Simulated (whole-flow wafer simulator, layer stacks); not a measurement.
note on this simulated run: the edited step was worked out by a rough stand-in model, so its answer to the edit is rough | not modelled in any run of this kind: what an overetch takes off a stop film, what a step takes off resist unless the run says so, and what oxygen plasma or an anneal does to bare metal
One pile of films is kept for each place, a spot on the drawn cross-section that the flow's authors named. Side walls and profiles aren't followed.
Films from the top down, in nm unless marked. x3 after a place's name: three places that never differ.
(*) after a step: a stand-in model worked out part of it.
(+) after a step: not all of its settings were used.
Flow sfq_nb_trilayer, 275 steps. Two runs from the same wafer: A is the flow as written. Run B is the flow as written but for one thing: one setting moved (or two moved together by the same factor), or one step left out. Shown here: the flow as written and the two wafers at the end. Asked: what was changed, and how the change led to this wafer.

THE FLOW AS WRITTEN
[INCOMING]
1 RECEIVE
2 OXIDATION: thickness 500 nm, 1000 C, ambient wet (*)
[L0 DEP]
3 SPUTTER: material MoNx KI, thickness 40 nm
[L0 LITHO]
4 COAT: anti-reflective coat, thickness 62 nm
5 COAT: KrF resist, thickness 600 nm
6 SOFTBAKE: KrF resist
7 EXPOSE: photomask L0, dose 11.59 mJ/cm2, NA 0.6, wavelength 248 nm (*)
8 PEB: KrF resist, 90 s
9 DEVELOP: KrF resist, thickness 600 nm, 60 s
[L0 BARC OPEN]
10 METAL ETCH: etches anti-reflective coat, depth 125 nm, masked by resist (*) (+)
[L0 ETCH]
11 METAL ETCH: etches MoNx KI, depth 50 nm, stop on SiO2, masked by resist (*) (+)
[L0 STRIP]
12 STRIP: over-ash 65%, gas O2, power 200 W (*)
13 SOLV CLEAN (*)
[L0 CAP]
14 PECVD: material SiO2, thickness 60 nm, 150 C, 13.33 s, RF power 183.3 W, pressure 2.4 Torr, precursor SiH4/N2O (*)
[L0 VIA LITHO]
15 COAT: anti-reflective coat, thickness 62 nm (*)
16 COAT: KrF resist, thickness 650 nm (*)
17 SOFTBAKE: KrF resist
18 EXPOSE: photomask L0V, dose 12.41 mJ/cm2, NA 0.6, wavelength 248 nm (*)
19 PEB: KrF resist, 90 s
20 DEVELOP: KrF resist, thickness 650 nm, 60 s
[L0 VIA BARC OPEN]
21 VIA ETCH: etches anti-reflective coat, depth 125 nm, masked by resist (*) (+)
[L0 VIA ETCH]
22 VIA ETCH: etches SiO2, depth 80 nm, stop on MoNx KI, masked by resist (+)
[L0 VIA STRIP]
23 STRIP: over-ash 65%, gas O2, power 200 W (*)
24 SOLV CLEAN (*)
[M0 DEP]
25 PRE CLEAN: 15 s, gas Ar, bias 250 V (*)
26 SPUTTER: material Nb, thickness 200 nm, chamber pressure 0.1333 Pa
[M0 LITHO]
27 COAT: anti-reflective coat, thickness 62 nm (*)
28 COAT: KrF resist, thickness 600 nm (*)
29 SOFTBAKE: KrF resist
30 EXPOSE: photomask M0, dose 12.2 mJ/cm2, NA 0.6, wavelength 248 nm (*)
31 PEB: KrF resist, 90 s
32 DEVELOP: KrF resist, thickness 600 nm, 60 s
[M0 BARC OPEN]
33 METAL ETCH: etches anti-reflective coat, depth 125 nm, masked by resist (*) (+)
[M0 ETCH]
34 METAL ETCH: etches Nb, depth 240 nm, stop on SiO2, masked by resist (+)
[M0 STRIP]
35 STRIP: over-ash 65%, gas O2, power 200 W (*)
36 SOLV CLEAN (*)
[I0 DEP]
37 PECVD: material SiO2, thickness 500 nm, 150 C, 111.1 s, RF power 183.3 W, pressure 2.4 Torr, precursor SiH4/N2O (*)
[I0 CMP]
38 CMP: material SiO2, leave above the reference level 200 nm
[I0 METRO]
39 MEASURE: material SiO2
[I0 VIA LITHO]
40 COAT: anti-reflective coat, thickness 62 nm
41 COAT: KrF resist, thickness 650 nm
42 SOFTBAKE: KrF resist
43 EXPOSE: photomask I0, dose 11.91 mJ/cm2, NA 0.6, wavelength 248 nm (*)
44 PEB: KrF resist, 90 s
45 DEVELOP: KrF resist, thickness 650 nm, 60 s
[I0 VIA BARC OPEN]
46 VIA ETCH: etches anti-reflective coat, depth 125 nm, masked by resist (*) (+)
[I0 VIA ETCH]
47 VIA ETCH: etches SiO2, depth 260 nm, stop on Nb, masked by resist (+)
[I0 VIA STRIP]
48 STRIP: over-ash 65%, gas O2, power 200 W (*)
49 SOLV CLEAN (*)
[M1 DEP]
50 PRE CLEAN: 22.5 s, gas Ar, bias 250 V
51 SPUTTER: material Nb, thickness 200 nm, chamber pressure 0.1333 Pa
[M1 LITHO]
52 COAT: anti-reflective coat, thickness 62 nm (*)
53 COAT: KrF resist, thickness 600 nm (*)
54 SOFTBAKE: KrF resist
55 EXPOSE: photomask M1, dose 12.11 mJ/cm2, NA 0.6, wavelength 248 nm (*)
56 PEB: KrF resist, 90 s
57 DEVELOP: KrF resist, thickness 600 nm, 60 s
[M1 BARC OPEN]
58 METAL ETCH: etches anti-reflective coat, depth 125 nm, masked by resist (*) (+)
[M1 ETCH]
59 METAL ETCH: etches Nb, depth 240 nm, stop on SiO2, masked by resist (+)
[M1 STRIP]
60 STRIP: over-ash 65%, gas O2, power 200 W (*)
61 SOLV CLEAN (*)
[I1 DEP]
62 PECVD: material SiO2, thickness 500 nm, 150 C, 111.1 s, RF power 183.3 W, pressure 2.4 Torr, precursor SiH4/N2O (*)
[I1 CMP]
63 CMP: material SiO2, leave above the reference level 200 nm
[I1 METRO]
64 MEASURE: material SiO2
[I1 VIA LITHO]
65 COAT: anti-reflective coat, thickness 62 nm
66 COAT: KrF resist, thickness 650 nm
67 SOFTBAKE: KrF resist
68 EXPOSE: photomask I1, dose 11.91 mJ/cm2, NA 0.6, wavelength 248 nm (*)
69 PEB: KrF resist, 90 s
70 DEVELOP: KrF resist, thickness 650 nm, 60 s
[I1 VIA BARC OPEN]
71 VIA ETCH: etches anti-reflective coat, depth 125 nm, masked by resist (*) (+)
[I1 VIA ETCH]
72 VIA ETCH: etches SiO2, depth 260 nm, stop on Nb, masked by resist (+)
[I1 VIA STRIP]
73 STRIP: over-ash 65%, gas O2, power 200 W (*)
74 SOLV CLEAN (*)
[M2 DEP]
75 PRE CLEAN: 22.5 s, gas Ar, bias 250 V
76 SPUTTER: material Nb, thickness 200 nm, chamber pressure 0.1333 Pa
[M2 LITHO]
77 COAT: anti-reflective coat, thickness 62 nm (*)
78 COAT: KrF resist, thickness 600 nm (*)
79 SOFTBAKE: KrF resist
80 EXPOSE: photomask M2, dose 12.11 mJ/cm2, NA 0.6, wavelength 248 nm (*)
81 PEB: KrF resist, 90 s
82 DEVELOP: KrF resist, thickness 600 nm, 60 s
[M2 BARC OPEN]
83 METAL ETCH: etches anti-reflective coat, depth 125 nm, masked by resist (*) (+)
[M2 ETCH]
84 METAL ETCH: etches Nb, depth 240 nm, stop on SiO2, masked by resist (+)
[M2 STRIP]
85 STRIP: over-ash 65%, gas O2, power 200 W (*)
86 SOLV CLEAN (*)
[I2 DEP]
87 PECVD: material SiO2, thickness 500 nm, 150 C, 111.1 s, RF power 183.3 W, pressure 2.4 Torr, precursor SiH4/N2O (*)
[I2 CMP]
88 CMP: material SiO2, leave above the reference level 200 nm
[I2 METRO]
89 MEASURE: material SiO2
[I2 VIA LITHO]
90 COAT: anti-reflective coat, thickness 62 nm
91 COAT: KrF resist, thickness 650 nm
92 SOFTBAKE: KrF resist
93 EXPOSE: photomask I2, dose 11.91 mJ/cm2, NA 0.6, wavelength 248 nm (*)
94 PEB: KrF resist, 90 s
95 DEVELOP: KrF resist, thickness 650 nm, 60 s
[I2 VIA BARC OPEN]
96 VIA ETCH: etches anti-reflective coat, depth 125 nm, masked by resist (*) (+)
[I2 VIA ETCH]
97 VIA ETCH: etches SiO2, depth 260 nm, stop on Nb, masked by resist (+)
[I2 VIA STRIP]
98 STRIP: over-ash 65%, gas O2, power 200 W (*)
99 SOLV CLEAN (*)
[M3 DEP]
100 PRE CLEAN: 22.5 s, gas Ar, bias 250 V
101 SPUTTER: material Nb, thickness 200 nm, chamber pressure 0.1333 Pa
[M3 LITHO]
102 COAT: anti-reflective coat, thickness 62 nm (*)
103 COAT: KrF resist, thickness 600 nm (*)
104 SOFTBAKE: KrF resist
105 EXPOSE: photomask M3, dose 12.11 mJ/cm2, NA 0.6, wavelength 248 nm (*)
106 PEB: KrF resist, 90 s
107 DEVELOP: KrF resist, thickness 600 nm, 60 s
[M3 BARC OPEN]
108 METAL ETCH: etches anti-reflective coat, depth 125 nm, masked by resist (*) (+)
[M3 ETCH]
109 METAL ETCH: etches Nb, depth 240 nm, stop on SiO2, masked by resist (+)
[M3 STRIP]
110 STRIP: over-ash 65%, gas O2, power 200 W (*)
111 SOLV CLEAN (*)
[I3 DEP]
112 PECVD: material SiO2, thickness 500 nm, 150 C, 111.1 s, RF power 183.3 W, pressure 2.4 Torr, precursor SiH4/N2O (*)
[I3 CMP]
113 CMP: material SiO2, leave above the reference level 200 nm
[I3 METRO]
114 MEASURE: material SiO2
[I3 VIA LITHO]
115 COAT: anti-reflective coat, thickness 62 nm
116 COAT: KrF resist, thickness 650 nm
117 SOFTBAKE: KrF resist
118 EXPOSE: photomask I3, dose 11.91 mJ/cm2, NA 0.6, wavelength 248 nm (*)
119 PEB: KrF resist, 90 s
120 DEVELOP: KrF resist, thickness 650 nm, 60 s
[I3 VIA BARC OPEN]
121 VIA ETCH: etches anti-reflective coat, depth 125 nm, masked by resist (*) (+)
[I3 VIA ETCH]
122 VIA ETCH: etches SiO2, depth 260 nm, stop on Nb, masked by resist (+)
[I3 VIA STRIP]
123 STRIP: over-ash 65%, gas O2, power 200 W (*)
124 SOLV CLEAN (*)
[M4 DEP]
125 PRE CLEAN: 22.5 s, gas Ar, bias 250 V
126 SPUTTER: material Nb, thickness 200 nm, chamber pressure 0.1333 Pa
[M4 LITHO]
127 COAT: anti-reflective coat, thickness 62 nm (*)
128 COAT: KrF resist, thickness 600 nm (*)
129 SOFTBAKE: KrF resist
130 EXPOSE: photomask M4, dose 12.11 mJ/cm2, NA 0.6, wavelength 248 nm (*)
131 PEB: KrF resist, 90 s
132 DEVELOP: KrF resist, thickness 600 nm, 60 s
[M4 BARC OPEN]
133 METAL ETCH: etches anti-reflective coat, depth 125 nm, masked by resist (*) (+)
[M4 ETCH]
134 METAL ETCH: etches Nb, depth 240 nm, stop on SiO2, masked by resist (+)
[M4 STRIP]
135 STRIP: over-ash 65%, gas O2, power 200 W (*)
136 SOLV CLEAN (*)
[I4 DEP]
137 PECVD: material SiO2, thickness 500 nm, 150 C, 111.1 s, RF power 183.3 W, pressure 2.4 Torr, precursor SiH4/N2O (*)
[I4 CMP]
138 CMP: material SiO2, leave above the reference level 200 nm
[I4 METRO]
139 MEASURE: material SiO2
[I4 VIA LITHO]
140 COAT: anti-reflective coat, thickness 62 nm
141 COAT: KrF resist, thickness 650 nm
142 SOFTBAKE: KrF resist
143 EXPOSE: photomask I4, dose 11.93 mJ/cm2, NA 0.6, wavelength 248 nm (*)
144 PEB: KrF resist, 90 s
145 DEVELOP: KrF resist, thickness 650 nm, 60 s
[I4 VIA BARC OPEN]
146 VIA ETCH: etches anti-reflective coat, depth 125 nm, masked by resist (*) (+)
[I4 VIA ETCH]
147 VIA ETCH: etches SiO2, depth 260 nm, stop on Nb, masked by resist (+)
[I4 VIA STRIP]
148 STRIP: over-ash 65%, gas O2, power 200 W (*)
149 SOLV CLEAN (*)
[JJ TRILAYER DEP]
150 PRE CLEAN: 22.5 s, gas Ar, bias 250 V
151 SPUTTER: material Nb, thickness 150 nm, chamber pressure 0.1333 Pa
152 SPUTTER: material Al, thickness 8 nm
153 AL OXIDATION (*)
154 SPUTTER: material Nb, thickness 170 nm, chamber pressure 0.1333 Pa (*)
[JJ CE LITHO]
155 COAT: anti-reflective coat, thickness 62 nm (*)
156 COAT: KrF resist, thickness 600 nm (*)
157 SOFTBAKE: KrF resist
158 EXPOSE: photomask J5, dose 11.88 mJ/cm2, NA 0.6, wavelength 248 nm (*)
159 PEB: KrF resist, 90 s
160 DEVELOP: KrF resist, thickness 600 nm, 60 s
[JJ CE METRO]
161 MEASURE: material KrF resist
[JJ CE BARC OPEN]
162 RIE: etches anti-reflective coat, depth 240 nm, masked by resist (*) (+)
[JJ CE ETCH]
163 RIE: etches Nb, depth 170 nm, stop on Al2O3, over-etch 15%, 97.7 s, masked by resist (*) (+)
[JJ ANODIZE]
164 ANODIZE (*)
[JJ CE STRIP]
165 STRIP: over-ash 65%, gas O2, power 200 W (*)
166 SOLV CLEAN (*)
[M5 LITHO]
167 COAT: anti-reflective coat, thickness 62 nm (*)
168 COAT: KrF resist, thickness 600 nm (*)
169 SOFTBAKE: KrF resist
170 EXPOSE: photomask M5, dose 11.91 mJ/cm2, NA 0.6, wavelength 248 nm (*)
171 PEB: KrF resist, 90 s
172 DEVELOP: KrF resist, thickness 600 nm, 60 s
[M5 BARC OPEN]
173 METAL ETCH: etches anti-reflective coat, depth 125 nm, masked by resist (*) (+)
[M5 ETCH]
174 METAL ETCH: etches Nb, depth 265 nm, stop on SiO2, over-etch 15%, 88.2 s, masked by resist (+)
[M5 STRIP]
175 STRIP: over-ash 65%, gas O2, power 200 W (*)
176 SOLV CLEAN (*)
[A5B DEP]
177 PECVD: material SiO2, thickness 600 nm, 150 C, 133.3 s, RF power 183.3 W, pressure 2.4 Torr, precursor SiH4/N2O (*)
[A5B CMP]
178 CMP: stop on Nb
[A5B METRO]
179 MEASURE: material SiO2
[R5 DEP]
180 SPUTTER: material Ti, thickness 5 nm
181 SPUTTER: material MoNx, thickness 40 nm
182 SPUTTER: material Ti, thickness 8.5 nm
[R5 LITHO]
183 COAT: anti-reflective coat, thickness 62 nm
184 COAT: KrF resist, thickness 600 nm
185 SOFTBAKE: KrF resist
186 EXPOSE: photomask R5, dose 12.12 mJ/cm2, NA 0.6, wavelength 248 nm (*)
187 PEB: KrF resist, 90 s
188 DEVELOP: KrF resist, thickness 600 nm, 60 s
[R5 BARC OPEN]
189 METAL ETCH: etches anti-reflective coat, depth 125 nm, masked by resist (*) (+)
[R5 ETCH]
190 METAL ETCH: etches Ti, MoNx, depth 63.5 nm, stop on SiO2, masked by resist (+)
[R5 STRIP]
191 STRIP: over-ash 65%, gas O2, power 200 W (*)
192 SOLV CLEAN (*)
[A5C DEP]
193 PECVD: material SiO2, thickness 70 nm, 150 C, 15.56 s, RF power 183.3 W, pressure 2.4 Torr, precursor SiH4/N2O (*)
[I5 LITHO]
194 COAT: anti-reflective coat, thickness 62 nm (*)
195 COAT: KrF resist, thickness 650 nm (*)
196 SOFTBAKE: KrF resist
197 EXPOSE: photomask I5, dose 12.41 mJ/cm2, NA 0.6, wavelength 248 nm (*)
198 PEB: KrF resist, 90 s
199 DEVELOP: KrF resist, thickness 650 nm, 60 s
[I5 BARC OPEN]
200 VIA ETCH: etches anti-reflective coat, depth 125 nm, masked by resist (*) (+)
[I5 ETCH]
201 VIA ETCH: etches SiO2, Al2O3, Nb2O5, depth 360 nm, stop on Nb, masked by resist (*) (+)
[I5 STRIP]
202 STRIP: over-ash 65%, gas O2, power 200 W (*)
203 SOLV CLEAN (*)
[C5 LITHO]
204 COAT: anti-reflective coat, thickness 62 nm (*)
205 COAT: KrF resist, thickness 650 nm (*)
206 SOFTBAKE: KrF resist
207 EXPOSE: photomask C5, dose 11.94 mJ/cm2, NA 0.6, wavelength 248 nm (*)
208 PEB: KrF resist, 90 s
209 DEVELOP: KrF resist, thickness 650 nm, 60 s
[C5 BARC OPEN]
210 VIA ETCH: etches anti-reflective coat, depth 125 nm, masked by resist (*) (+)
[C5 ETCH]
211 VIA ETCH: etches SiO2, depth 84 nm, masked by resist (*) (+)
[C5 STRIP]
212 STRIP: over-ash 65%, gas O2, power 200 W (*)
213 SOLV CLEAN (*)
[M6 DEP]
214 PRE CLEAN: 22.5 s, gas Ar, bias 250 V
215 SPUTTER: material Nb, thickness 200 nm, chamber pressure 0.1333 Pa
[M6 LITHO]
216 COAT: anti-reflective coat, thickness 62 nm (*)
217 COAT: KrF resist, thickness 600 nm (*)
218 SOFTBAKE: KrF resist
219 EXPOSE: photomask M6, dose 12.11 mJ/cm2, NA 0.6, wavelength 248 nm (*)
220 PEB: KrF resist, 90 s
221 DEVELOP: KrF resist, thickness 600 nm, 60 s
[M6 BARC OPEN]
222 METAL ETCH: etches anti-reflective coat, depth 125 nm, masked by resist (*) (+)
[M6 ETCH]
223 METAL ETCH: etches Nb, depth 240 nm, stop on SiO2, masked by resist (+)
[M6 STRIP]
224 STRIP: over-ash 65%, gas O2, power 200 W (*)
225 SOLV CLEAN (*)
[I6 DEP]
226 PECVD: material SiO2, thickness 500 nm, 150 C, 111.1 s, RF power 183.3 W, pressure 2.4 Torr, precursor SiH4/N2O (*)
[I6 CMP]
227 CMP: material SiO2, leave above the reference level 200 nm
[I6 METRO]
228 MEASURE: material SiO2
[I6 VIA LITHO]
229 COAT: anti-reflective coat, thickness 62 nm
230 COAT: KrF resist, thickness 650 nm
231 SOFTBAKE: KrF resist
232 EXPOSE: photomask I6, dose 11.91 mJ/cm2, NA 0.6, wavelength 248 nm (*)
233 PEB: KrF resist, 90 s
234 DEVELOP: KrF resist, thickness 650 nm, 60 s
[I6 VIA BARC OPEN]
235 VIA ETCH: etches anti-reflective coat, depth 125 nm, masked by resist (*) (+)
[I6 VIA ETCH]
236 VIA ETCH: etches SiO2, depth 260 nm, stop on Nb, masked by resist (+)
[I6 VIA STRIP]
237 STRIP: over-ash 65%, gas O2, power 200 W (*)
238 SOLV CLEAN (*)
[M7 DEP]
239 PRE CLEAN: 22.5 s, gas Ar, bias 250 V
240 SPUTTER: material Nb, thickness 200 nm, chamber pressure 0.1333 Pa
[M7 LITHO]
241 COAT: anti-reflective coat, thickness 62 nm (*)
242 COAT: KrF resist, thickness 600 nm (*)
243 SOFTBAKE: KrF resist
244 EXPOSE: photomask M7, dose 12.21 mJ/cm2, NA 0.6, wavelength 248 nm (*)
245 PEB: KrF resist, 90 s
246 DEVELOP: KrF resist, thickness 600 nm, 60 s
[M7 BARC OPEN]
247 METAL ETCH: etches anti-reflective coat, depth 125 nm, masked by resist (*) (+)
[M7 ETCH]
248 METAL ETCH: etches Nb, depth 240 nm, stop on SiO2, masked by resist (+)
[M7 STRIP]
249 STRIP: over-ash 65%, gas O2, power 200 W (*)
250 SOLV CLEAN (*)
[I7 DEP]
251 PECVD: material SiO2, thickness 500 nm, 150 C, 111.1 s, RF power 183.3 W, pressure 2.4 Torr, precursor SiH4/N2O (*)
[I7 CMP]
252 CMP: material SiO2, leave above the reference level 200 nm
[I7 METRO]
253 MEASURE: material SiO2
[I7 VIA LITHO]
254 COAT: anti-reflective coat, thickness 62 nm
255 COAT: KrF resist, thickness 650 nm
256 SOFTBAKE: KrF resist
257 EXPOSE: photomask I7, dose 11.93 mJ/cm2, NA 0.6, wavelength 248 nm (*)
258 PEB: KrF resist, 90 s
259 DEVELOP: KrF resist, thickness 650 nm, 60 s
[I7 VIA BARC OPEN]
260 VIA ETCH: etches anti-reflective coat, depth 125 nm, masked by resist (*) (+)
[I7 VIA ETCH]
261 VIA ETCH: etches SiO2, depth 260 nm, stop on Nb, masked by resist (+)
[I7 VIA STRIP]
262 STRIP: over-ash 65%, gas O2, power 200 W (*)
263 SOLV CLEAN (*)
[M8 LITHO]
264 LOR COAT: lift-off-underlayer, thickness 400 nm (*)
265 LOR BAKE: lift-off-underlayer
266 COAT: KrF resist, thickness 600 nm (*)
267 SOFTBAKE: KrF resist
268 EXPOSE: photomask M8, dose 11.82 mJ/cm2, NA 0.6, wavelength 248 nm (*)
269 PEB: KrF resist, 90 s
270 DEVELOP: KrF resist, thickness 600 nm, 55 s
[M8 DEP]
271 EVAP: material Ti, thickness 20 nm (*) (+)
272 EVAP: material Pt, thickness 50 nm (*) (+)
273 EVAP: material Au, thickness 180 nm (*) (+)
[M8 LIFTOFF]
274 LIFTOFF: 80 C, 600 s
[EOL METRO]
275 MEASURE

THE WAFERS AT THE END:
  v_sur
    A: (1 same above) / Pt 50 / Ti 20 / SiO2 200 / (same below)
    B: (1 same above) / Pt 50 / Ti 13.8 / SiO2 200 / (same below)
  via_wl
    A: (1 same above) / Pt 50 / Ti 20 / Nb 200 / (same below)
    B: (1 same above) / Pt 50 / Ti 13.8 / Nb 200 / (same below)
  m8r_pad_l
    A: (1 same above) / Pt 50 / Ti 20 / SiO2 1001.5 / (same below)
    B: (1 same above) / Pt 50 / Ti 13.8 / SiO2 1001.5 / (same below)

The cause: step 271, EVAP: thickness 13.8 nm was run, where the flow has thickness 20 nm.
It can be read off the wafer: v_sur has Ti 13.8, and step 271 as written asks for 20 nm.

How the change led to this, step by step:
  271 EVAP: material Ti, thickness 20 nm (*) (+)
      field_l, v_sur, via_wl and 103 more: A Ti +20 (new film) | B Ti +13.8 (new film)
  274 LIFTOFF: 80 C, 600 s
      p4_fl, p4_fm, p4_w1 and 71 more: A Au -180 (all of it), Pt -50 (all of it), Ti -20 (all of it), KrF resist -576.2 (all of it), lift-off-underlayer -400 (all of it) | B Au -180 (all of it), Pt -50 (all of it), Ti -13.8 (all of it), KrF resist -576.2 (all of it), lift-off-underlayer -400 (all of it)
      c5j, ce_r: A Au -180 (all of it), Pt -50 (all of it), Ti -20 (all of it), KrF resist -573.3 (all of it), lift-off-underlayer -399.3 (all of it) | B Au -180 (all of it), Pt -50 (all of it), Ti -13.8 (all of it), KrF resist -573.3 (all of it), lift-off-underlayer -399.3 (all of it)
      (and at 19 more places)
